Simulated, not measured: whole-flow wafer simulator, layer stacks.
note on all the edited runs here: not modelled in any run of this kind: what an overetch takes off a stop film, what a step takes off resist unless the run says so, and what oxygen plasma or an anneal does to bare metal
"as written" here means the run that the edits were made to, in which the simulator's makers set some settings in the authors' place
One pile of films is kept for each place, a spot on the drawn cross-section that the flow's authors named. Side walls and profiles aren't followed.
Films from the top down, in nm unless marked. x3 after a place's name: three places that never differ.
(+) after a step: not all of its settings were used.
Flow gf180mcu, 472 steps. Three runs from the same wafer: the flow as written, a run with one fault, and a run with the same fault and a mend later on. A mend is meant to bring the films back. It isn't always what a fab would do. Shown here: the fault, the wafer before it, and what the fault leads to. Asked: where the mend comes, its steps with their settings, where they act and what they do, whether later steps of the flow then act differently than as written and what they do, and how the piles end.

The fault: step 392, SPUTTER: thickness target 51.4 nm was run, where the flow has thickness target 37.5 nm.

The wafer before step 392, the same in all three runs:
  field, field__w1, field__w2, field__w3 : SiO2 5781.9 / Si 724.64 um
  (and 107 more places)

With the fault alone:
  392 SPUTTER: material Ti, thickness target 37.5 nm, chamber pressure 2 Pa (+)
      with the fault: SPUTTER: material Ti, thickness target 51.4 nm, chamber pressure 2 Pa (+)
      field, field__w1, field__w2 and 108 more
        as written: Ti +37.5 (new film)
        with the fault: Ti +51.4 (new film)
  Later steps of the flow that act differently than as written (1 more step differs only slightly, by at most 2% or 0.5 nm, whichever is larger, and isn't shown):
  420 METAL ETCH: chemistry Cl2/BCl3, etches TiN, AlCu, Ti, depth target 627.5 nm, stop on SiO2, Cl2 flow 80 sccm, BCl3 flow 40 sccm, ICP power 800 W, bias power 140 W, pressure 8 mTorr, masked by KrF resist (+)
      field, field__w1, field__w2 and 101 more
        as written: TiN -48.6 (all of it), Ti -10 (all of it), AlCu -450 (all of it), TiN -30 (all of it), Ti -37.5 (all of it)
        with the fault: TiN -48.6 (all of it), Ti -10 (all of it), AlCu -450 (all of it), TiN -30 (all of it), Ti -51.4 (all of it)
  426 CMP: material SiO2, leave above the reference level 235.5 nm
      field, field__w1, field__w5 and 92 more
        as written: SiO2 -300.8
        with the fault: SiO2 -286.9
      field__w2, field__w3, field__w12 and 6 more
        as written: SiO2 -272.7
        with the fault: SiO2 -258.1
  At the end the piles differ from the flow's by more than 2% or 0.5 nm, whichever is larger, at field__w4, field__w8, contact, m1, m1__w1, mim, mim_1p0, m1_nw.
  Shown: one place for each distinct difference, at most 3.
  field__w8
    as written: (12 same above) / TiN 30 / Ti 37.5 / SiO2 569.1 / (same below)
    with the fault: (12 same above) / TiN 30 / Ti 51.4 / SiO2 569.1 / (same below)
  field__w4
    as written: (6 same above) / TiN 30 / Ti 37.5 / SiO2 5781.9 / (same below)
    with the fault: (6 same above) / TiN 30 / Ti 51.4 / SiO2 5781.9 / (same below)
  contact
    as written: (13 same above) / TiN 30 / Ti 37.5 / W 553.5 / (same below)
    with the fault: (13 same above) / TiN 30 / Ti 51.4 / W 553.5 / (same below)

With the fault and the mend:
  The mend comes after step 392.
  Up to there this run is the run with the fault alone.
  392a METAL ETCH: chemistry Cl2/BCl3, etches TiN, AlCu, Ti, depth target 13.9 nm, Cl2 flow 80 sccm, BCl3 flow 40 sccm, ICP power 800 W, bias power 140 W, pressure 8 mTorr (the flow's step 260 once more, with other settings)
      field, field__w1, field__w2 and 108 more
        Ti -13.9
  No later step of the flow acts differently than as written at any place that is followed.
  At the end the piles are the same as the flow's at every place that both follow.
